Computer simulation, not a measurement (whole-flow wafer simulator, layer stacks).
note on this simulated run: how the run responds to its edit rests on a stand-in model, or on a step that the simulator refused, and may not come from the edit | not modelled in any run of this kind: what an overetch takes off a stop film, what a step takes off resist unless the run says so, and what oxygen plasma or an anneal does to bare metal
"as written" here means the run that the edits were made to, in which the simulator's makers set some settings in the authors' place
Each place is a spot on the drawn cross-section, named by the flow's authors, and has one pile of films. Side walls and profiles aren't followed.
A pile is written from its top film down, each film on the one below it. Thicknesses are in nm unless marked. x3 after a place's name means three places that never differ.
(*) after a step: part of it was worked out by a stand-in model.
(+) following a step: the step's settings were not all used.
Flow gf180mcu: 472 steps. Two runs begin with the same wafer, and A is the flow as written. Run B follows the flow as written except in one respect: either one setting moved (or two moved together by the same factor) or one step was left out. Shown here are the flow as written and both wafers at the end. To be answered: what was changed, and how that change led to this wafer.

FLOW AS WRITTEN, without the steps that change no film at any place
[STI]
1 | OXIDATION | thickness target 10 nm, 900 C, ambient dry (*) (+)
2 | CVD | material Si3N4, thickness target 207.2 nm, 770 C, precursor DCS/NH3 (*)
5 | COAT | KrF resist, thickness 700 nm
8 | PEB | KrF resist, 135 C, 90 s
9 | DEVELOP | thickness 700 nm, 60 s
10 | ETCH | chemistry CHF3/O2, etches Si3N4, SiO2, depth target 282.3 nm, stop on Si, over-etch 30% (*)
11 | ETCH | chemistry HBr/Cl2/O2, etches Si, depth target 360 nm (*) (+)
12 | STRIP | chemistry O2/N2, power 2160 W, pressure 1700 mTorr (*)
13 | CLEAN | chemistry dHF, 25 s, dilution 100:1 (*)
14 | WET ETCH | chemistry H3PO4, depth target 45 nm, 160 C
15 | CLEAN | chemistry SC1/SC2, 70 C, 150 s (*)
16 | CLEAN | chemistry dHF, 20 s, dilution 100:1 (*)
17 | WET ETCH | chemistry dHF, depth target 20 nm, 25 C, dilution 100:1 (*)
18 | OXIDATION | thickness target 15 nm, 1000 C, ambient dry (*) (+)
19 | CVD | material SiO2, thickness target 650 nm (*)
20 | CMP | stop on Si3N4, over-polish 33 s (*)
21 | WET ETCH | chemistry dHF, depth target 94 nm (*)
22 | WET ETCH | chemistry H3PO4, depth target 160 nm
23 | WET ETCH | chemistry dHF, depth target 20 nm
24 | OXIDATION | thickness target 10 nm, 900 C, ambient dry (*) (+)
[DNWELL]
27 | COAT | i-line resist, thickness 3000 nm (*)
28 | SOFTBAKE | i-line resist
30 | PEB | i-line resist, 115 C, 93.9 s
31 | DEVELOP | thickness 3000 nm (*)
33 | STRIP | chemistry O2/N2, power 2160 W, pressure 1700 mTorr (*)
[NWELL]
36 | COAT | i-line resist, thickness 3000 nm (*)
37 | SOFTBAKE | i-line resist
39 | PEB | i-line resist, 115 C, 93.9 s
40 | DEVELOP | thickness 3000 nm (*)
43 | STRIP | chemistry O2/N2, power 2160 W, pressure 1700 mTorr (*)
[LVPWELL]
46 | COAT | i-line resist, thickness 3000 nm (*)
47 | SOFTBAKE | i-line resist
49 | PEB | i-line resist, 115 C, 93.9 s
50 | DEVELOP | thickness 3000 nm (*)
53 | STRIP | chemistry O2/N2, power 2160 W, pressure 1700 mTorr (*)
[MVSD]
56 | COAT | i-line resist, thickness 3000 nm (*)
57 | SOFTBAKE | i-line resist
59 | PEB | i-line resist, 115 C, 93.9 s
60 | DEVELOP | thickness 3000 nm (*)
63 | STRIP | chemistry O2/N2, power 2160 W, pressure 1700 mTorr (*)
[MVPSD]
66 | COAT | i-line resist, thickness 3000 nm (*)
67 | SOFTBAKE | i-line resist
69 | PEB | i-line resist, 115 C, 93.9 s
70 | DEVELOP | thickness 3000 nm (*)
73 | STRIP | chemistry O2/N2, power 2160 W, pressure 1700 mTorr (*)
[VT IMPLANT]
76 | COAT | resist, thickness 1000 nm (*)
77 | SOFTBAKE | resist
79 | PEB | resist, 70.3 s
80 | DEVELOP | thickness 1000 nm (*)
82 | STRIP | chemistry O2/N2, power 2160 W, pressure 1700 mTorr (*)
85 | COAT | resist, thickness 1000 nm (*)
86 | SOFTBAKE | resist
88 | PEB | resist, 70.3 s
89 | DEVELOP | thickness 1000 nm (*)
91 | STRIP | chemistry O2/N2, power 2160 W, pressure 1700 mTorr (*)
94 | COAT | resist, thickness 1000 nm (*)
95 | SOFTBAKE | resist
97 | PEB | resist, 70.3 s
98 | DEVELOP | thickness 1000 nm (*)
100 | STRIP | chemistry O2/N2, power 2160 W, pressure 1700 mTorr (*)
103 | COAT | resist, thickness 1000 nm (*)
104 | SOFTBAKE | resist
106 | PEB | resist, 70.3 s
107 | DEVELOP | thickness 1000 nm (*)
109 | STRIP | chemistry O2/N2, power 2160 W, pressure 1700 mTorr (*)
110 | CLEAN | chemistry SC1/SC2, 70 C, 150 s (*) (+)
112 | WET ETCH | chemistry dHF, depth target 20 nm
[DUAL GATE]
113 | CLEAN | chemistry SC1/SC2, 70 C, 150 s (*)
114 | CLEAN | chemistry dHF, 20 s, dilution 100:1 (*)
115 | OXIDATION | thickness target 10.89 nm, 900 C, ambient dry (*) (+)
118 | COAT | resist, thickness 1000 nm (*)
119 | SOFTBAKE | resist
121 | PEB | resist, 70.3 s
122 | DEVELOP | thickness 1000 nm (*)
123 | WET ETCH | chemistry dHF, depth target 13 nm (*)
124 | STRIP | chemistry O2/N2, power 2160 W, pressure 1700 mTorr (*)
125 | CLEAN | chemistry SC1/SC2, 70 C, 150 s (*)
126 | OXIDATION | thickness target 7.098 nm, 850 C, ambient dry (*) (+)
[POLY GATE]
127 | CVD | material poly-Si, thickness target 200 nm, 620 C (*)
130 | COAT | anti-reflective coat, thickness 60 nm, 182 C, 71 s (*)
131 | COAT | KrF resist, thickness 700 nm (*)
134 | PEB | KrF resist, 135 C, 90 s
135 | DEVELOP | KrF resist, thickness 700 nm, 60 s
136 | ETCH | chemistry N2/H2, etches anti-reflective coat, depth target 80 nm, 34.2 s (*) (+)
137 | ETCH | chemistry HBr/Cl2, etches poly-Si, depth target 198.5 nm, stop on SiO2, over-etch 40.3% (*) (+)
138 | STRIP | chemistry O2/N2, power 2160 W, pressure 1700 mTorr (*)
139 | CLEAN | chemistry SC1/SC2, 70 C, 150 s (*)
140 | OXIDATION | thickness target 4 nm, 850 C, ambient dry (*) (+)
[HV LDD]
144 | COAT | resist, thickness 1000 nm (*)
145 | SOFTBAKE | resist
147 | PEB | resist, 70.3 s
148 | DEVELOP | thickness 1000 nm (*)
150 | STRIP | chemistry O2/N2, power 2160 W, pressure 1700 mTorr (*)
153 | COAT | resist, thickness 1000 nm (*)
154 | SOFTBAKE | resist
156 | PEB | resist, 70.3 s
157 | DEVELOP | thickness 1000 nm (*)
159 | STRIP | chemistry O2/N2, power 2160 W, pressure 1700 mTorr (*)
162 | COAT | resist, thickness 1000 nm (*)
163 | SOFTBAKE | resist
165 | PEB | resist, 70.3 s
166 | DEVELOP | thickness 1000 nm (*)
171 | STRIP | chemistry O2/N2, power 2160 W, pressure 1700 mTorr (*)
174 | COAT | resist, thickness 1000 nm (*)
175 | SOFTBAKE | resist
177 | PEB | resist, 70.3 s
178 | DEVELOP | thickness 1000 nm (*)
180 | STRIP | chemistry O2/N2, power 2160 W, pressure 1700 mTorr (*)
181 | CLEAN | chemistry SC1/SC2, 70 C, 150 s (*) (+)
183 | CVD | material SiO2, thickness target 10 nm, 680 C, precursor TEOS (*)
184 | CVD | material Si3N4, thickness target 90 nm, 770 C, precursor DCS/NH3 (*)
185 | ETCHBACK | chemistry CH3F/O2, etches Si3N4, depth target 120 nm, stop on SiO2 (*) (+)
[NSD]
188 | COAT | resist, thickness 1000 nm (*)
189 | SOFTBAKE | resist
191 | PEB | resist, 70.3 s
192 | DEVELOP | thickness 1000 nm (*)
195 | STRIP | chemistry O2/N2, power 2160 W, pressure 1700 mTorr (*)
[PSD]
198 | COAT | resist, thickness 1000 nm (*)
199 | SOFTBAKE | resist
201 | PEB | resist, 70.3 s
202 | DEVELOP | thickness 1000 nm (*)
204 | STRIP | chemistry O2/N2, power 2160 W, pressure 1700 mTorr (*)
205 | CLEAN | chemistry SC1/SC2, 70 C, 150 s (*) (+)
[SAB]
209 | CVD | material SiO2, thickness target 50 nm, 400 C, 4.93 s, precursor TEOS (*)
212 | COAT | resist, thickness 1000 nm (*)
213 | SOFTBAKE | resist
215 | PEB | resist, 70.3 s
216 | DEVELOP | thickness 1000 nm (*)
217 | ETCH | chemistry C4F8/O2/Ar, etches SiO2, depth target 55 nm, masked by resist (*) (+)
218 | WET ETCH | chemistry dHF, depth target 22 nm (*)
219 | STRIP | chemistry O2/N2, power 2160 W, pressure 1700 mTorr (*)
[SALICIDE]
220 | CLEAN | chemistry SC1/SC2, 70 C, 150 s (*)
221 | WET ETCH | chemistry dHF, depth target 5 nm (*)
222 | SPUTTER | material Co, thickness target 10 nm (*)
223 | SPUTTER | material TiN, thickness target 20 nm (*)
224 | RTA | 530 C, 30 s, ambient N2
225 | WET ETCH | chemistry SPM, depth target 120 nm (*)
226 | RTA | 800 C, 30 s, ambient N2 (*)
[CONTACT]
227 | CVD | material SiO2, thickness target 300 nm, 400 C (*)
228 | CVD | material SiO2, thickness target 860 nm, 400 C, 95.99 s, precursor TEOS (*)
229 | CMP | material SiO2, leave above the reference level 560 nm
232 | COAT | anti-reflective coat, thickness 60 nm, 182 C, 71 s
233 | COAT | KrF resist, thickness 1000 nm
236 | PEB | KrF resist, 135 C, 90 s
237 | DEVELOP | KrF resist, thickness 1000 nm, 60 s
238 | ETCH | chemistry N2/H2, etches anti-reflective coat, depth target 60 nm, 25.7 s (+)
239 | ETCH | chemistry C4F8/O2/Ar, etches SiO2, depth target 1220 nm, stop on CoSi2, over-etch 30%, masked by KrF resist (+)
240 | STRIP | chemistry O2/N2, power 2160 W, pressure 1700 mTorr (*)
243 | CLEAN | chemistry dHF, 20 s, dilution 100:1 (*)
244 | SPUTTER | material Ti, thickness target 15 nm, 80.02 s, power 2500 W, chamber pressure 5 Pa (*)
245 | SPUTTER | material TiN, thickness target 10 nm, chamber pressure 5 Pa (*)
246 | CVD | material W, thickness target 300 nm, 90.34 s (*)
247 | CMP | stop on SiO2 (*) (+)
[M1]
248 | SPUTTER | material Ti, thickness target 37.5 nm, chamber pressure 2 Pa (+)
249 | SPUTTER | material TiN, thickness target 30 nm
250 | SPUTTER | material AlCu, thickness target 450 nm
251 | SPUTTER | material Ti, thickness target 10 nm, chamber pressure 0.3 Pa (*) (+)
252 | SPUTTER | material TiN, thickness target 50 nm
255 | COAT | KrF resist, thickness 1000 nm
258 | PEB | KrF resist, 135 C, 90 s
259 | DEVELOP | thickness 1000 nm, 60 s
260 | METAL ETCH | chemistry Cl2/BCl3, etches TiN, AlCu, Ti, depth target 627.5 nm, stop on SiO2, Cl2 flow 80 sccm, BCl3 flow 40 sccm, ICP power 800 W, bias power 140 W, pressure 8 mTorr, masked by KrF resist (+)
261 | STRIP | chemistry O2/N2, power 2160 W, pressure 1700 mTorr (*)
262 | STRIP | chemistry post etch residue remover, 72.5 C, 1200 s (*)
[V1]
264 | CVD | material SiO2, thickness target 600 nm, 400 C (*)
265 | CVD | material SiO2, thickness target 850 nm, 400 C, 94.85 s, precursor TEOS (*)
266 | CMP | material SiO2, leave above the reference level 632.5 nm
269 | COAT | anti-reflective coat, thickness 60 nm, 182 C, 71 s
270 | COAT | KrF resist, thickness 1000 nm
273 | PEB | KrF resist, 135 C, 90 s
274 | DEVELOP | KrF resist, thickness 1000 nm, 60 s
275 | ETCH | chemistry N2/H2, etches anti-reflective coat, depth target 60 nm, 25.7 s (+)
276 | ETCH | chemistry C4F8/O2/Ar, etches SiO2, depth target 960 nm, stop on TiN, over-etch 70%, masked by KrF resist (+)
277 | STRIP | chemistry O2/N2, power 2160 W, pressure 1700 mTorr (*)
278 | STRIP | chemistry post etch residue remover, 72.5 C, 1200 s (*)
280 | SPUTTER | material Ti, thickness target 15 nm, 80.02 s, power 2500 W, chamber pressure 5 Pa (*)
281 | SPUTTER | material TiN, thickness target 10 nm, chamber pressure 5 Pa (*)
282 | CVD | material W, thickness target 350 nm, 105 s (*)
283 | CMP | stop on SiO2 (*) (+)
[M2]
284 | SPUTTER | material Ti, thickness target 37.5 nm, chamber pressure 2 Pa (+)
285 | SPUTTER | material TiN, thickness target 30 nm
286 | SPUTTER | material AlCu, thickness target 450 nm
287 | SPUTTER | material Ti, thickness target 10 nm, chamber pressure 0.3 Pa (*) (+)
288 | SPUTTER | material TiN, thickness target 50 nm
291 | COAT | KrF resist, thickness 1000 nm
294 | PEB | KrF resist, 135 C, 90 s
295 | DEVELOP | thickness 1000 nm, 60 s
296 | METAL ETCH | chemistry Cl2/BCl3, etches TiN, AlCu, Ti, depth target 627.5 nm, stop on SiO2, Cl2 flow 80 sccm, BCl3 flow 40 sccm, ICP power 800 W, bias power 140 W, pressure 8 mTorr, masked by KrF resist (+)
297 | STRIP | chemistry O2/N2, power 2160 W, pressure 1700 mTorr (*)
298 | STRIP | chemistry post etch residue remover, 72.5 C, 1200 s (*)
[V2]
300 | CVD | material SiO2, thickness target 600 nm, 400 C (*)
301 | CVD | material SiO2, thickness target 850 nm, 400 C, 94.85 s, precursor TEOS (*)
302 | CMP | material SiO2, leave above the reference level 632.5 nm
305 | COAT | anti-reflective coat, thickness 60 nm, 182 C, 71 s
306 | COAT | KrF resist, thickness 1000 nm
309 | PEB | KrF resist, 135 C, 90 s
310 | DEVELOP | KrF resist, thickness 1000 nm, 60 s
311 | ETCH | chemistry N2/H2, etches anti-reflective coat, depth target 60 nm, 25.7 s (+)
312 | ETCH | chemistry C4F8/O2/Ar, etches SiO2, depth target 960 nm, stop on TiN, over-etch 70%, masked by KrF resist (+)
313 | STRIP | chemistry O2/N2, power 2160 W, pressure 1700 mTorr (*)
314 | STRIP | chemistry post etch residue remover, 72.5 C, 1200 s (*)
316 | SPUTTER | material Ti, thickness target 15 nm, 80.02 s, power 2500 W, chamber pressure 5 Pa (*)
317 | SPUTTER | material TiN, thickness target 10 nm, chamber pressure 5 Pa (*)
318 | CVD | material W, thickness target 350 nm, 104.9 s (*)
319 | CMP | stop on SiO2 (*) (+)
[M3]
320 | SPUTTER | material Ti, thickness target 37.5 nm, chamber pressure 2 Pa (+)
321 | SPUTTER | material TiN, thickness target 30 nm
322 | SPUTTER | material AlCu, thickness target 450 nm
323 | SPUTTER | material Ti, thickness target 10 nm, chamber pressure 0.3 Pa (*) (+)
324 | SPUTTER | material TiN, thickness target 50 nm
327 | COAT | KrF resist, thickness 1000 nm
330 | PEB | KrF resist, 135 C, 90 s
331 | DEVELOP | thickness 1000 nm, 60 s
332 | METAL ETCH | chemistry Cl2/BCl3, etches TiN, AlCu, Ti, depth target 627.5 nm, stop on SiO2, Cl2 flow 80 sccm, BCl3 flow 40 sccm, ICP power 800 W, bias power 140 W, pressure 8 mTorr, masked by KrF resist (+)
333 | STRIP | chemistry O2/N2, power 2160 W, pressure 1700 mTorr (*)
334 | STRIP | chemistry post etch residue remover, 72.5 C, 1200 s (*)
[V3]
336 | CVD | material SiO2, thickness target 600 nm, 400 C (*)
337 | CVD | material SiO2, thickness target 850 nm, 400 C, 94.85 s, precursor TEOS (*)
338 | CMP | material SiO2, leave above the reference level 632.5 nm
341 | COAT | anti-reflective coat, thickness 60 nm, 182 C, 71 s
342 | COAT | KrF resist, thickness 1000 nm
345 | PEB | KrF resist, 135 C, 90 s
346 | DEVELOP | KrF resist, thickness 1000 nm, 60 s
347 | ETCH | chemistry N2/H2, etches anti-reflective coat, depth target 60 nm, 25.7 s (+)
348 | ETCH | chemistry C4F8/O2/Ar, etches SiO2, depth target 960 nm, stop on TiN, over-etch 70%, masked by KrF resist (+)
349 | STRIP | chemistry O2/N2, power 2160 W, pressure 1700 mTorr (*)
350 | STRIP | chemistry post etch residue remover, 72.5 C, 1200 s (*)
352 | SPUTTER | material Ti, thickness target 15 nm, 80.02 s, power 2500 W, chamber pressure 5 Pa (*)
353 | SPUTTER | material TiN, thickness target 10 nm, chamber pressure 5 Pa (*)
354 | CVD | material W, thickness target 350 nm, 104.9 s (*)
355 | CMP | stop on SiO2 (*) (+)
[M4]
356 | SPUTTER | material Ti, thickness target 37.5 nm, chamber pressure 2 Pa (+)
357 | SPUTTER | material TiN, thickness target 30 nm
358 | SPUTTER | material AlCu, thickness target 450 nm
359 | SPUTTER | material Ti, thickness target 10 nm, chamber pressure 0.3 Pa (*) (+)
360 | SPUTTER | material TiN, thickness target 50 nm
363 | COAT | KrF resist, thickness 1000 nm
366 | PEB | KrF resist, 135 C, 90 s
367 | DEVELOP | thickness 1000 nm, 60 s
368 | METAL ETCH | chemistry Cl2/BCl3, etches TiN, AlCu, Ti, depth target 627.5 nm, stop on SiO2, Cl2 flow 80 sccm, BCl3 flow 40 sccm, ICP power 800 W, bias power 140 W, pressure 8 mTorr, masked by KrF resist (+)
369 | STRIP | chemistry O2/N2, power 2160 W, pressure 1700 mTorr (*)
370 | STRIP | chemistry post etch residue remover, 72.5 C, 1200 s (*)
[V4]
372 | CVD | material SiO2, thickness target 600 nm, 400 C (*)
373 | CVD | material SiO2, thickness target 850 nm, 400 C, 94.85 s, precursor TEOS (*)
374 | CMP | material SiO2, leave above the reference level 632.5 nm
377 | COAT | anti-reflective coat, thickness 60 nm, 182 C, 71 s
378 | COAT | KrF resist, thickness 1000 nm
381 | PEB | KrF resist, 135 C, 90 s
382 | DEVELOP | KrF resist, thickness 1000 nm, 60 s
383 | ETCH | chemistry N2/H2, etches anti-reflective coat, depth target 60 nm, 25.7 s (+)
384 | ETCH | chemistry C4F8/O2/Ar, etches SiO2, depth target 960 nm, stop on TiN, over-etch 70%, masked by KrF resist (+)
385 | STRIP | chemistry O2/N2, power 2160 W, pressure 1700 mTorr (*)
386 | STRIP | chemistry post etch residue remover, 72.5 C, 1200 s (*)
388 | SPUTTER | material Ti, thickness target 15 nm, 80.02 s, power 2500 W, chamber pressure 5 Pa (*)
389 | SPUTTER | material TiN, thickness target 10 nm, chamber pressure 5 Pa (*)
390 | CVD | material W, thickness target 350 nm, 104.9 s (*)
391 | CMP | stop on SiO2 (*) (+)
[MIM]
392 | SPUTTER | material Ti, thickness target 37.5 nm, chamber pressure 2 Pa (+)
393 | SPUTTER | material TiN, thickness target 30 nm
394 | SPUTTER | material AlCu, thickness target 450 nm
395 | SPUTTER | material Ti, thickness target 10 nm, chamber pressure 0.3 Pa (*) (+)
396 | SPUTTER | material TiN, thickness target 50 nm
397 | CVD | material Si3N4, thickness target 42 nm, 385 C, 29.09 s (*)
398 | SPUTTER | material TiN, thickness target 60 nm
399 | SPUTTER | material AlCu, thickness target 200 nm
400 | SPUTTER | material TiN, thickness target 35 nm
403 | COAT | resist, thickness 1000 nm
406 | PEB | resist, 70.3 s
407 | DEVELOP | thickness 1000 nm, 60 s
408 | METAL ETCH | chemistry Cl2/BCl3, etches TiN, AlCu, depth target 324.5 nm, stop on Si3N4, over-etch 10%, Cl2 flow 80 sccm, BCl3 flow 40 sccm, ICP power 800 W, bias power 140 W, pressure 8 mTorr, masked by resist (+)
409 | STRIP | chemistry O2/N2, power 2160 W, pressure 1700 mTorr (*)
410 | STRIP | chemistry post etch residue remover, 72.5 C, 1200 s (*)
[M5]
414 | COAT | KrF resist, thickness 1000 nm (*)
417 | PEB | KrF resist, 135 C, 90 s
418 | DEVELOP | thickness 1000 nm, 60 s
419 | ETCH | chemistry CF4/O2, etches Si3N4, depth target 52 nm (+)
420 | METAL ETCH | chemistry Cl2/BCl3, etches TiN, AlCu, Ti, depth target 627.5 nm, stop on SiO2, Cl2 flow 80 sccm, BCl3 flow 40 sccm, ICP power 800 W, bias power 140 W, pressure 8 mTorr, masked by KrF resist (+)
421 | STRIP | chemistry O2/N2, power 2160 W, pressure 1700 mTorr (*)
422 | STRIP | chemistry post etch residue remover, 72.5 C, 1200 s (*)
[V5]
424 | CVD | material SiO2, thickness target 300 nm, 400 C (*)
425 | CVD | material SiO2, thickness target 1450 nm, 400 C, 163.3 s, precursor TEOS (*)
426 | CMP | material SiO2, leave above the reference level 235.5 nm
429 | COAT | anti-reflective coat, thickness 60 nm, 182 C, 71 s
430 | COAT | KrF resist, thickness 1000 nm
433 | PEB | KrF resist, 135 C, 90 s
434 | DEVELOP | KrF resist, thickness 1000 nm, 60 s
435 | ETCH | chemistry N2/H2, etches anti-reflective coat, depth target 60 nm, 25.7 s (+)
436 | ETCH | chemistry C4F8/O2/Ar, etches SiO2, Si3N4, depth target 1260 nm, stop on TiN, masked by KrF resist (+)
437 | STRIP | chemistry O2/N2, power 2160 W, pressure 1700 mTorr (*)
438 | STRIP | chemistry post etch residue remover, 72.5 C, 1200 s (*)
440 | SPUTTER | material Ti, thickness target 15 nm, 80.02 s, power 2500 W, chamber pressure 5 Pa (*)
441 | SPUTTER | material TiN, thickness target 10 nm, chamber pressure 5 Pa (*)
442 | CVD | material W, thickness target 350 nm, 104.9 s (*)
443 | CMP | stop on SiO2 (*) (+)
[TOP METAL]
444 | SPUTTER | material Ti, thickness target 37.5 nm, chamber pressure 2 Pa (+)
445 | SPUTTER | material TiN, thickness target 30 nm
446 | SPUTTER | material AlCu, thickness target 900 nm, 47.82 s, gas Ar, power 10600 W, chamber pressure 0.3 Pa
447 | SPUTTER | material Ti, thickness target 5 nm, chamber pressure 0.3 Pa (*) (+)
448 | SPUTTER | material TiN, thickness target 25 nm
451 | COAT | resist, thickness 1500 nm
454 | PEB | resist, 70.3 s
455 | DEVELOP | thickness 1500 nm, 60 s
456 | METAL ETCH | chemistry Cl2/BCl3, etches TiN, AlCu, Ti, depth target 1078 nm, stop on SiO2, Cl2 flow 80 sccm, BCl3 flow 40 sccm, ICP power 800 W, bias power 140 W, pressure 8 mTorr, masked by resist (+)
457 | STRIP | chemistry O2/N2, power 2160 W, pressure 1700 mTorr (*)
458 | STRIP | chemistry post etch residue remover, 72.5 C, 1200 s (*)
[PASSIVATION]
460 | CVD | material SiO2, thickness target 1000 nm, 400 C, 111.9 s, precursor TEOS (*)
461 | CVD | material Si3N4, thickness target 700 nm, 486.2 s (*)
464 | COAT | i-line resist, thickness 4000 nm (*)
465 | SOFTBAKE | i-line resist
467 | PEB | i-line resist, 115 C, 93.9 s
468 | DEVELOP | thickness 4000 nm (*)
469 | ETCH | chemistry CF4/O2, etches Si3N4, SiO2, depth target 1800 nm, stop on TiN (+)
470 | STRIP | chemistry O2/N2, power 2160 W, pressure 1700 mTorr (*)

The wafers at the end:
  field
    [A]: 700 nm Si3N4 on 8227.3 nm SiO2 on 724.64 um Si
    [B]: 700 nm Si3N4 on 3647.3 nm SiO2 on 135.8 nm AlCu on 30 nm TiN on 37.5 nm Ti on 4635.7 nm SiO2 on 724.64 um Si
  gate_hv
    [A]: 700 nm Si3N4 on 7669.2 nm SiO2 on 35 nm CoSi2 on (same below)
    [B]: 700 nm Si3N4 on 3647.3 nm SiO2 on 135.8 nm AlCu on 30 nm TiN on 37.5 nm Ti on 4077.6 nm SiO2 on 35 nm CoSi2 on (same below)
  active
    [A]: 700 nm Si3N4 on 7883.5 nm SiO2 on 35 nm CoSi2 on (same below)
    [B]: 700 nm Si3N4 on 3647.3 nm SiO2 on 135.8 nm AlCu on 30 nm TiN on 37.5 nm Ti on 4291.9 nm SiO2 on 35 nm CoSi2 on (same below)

What caused this: step 358, SPUTTER: thickness target 709 nm was run, whereas the flow has thickness target 450 nm.

The path from the change to this, step by step:
  358 | SPUTTER | material AlCu, thickness target 450 nm
      field, field__w1, field__w2 and 108 more: A AlCu gains 450 (new film) | B AlCu gains 709 (new film)
  368 | METAL ETCH | chemistry Cl2/BCl3, etches TiN, AlCu, Ti, depth target 627.5 nm, stop on SiO2, Cl2 flow 80 sccm, BCl3 flow 40 sccm, ICP power 800 W, bias power 140 W, pressure 8 mTorr, masked by KrF resist (+)
      field, field__w1, field__w2 and 103 more: A TiN loses 50 (all of it), Ti loses 10 (all of it), AlCu loses 450 (all of it), TiN loses 30 (all of it), Ti loses 37.5 (all of it) | B TiN loses 50 (all of it), Ti loses 10 (all of it), AlCu loses 567.5
  370 | STRIP | chemistry post etch residue remover, 72.5 C, 1200 s (*)
      field, field__w1, field__w2 and 103 more: A nothing | B AlCu loses 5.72
  372 | CVD | material SiO2, thickness target 600 nm, 400 C (*)
      field, field__w1, field__w2 and 103 more: A SiO2 gains 600 | B SiO2 gains 600 (new film)
  374 | CMP | material SiO2, leave above the reference level 632.5 nm
      field, field__w1, field__w2 and 103 more: A SiO2 loses 300 | B SiO2 loses 244.3
Taking metal films that touch as one body, field has 1 body; the flow as written gives 0 bodies.
Taking metal films that touch as one body, gate_hv has 2 bodies (between them, from the top down: SiO2 4077.6); the flow as written gives 1 body.
Taking metal films that touch as one body, active has 2 bodies (between them, from the top down: SiO2 4291.9); the flow as written gives 1 body.
